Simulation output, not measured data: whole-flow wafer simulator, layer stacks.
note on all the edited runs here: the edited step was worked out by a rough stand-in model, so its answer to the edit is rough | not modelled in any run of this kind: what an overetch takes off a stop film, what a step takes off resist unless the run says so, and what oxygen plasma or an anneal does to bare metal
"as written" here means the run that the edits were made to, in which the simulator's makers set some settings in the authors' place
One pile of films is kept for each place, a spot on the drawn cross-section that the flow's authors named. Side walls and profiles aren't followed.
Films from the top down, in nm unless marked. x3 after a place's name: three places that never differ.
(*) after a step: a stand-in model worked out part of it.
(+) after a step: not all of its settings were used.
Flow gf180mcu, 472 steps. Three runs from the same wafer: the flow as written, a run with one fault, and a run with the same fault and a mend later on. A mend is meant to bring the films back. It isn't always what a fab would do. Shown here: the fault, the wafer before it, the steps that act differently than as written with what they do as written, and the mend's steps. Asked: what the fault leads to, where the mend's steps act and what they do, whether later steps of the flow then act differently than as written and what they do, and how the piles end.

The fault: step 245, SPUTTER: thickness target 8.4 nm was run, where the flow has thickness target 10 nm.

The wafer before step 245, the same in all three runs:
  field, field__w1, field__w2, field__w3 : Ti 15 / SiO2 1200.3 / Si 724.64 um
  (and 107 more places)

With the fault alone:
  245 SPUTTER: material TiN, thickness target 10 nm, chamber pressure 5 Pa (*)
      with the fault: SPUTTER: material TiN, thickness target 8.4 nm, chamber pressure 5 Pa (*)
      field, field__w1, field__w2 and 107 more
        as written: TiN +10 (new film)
        with the fault: TiN +8.4 (new film)
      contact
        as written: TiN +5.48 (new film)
        with the fault: TiN +4.61 (new film)
  Later steps of the flow that act differently than as written (1 more step differs only slightly, by at most 2% or 0.5 nm, whichever is larger, and isn't shown):
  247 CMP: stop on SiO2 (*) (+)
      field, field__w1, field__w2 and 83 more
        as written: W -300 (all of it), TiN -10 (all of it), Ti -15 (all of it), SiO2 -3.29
        with the fault: W -300 (all of it), TiN -8.4 (all of it), Ti -15 (all of it), SiO2 -3.28
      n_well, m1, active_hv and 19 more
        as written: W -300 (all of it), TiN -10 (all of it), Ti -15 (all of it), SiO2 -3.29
        with the fault: W -300 (all of it), TiN -8.4 (all of it), Ti -15 (all of it), SiO2 -3.27
  At the end the piles differ from the flow's by more than 2% or 0.5 nm, whichever is larger, at contact, polyc_n, polyc_p.
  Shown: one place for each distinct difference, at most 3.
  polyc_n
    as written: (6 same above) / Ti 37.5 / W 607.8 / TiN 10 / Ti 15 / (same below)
    with the fault: (6 same above) / Ti 37.5 / W 609.4 / TiN 8.4 / Ti 15 / (same below)
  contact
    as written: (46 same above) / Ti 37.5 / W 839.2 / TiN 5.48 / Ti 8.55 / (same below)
    with the fault: (46 same above) / Ti 37.5 / W 840.1 / TiN 4.61 / Ti 8.55 / (same below)

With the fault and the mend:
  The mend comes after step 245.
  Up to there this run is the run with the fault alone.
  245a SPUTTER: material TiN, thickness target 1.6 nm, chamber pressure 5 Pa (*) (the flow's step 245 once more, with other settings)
      field, field__w1, field__w2 and 107 more
        TiN +1.6
      contact
        TiN +0.88
  No later step of the flow acts differently than as written at any place that is followed.
  At the end the piles are the same as the flow's at every place that both follow.
